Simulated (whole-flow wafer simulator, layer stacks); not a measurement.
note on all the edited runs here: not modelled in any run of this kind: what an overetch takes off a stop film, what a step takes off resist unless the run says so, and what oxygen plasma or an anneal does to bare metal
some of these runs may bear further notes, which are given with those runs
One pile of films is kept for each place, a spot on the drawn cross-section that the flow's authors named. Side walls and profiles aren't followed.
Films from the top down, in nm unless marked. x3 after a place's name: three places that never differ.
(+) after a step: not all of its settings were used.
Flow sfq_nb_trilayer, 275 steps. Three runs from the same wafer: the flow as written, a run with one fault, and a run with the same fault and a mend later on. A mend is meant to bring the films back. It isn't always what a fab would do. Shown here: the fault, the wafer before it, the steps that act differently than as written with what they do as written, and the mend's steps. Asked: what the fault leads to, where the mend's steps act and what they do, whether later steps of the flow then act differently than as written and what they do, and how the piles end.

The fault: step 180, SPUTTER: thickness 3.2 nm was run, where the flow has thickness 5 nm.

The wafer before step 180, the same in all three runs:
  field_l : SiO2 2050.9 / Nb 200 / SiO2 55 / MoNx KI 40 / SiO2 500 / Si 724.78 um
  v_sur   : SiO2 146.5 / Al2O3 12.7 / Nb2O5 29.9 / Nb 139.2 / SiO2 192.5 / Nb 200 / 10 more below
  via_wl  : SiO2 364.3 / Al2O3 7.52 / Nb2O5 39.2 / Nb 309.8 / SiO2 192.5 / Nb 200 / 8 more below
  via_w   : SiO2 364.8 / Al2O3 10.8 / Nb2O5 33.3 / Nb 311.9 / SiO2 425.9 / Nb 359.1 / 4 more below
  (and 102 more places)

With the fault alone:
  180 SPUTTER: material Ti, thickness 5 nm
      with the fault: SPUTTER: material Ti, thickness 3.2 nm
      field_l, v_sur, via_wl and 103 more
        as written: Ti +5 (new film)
        with the fault: Ti +3.2 (new film)
  Later steps of the flow that act differently than as written (20 more steps differ only slightly, by at most 2% or 0.5 nm, whichever is larger, and aren't shown):
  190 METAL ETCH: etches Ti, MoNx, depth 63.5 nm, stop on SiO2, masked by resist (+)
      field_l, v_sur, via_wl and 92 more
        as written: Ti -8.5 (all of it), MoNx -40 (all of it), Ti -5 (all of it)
        with the fault: Ti -8.5 (all of it), MoNx -40 (all of it), Ti -3.2 (all of it)
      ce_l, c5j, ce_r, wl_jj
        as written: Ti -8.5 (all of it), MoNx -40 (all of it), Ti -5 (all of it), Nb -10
        with the fault: Ti -8.5 (all of it), MoNx -40 (all of it), Ti -3.2 (all of it), Nb -11.8
  At the end the piles differ from the flow's by more than 2% or 0.5 nm, whichever is larger, at be_r, r_sur, res, r_end, r5r_line_l, r5r_line_c, r5r_line_r.
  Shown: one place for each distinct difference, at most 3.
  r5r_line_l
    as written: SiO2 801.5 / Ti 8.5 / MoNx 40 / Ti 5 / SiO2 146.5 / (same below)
    with the fault: SiO2 803.3 / Ti 8.5 / MoNx 40 / Ti 3.2 / SiO2 146.5 / (same below)
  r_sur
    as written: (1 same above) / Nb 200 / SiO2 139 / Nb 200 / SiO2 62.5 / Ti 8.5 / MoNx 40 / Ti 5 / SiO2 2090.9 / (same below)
    with the fault: (1 same above) / Nb 200 / SiO2 140.8 / Nb 200 / SiO2 62.5 / Ti 8.5 / MoNx 40 / Ti 3.2 / SiO2 2090.9 / (same below)
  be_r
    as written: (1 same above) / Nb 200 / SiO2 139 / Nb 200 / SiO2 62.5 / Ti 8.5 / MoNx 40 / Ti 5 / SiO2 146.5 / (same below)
    with the fault: (1 same above) / Nb 200 / SiO2 140.8 / Nb 200 / SiO2 62.5 / Ti 8.5 / MoNx 40 / Ti 3.2 / SiO2 146.5 / (same below)

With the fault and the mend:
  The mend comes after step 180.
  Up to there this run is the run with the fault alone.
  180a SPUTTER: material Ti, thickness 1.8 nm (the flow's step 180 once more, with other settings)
      field_l, v_sur, via_wl and 103 more
        Ti +1.8
  No later step of the flow acts differently than as written at any place that is followed.
  At the end the piles are the same as the flow's at every place that both follow.
